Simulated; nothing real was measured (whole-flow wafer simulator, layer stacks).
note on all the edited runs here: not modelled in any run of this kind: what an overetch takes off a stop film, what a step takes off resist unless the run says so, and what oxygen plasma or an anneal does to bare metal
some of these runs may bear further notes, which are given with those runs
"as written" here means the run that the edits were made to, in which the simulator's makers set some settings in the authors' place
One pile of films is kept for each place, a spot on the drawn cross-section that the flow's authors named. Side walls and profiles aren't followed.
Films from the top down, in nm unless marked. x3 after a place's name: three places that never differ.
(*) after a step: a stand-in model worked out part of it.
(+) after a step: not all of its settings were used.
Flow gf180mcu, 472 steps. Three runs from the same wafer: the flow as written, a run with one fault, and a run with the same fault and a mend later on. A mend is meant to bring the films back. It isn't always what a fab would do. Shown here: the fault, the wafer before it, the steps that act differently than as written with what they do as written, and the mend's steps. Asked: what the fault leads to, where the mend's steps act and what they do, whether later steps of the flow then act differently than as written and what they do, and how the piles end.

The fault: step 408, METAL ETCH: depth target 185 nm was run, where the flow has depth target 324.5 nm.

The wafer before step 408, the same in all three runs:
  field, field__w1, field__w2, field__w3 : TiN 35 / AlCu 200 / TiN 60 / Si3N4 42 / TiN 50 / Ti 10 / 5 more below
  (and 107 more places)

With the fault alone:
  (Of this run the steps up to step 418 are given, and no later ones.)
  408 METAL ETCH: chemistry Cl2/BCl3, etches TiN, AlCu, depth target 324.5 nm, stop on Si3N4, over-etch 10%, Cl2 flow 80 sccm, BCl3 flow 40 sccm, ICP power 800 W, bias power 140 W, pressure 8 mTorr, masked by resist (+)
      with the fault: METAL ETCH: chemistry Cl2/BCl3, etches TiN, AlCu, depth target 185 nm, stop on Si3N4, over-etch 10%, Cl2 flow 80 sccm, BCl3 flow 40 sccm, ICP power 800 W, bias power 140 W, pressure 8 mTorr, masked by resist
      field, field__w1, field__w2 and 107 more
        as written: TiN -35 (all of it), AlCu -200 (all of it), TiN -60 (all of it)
        with the fault: TiN -35 (all of it), AlCu -150
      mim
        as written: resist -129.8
        with the fault: resist -74
  Later steps of the flow that act differently than as written:
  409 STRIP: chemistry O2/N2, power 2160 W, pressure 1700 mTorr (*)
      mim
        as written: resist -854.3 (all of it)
        with the fault: resist -910.1 (all of it)
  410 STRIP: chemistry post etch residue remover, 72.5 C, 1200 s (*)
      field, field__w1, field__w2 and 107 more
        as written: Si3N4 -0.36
        with the fault: AlCu -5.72
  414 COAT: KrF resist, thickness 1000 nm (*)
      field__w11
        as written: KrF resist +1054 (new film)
        with the fault: KrF resist +1032.5 (new film)
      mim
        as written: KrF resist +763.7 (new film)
        with the fault: KrF resist +844.9 (new film)
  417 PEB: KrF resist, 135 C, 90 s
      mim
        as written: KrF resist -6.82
        with the fault: KrF resist -8.11
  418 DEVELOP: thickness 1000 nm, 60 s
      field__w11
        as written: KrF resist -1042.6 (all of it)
        with the fault: KrF resist -1021.6 (all of it)
  After step 418 the piles differ from the flow's by more than 2% or 0.5 nm, whichever is larger, at field, field__w1, field__w2 and 109 more.
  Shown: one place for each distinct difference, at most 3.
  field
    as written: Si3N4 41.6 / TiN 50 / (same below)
    with the fault: AlCu 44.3 / TiN 60 / Si3N4 42 / TiN 50 / (same below)
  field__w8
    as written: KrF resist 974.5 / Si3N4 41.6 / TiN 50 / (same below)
    with the fault: KrF resist 974.5 / AlCu 44.3 / TiN 60 / Si3N4 42 / TiN 50 / (same below)
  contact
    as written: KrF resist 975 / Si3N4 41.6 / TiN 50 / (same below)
    with the fault: KrF resist 974.8 / AlCu 44.3 / TiN 60 / Si3N4 42 / TiN 50 / (same below)

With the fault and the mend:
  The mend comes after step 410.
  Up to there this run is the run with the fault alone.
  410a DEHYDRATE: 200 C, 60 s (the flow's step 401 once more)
      changes no film at any place that is followed
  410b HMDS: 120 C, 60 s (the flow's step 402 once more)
      changes no film at any place that is followed
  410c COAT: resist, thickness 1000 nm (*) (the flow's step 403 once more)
      field__w8, m1__w1, iso_ptap_pw and 39 more
        resist +1000 (new film)
      field_sub__w1, field_sub__w5, n_well, sd_p, gate_p, active_nat, nw_enc_fld_lv, nw_enc_fld_lv__w3
        resist +1000.7 (new film)
      field, ld_acc_p, ld_fp_p, ld_drift_p, ld_drn_p, ld_body_p_dnw, m1_nw
        resist +1001.1 (new film)
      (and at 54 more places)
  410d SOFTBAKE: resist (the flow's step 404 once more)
      field__w9, nplus_u
        resist -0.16
      field__w2
        resist +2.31
      field__w3
        resist +2.43
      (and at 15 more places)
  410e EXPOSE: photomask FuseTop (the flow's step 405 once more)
      changes no film at any place that is followed
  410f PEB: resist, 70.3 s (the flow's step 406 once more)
      field, field__w1, field__w5 and 96 more
        resist -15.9
      field__w2, field__w3, field__w12, pplus_u, ppoly_sal, nw_enc_fld_lv__w4
        resist -16
      field__w7, field__w11, field__w13, ppoly_u, npoly_sal
        resist -16.1
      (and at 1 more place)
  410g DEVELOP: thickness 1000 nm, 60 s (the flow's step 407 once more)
      field__w8, m1__w1, iso_ptap_pw and 39 more
        resist -984.1 (all of it)
      field_sub__w1, field_sub__w5, n_well and 6 more
        resist -984.8 (all of it)
      field, ld_gate_p, ld_acc_p, ld_fp_p, ld_drift_p, ld_drn_p, m1_nw
        resist -985.2 (all of it)
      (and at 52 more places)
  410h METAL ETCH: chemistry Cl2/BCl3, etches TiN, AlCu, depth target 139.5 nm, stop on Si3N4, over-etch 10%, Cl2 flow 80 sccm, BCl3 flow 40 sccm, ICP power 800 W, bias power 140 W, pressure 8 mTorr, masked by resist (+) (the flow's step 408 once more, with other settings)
      field, field__w1, field__w2 and 107 more
        AlCu -44.3 (all of it), TiN -60 (all of it)
      mim
        resist -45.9
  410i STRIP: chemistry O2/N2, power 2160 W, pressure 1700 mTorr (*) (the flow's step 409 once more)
      mim
        resist -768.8 (all of it)
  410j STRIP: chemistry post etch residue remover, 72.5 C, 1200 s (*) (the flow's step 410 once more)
      field, field__w1, field__w2 and 107 more
        Si3N4 -0.36
      mim
        TiN -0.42
  No later step of the flow acts differently than as written, at any place that is followed, by more than 2% or 0.5 nm, whichever is larger.
  At the end the piles differ from the flow's only slightly at the places that both follow, by at most 2% or 0.5 nm, whichever is larger.
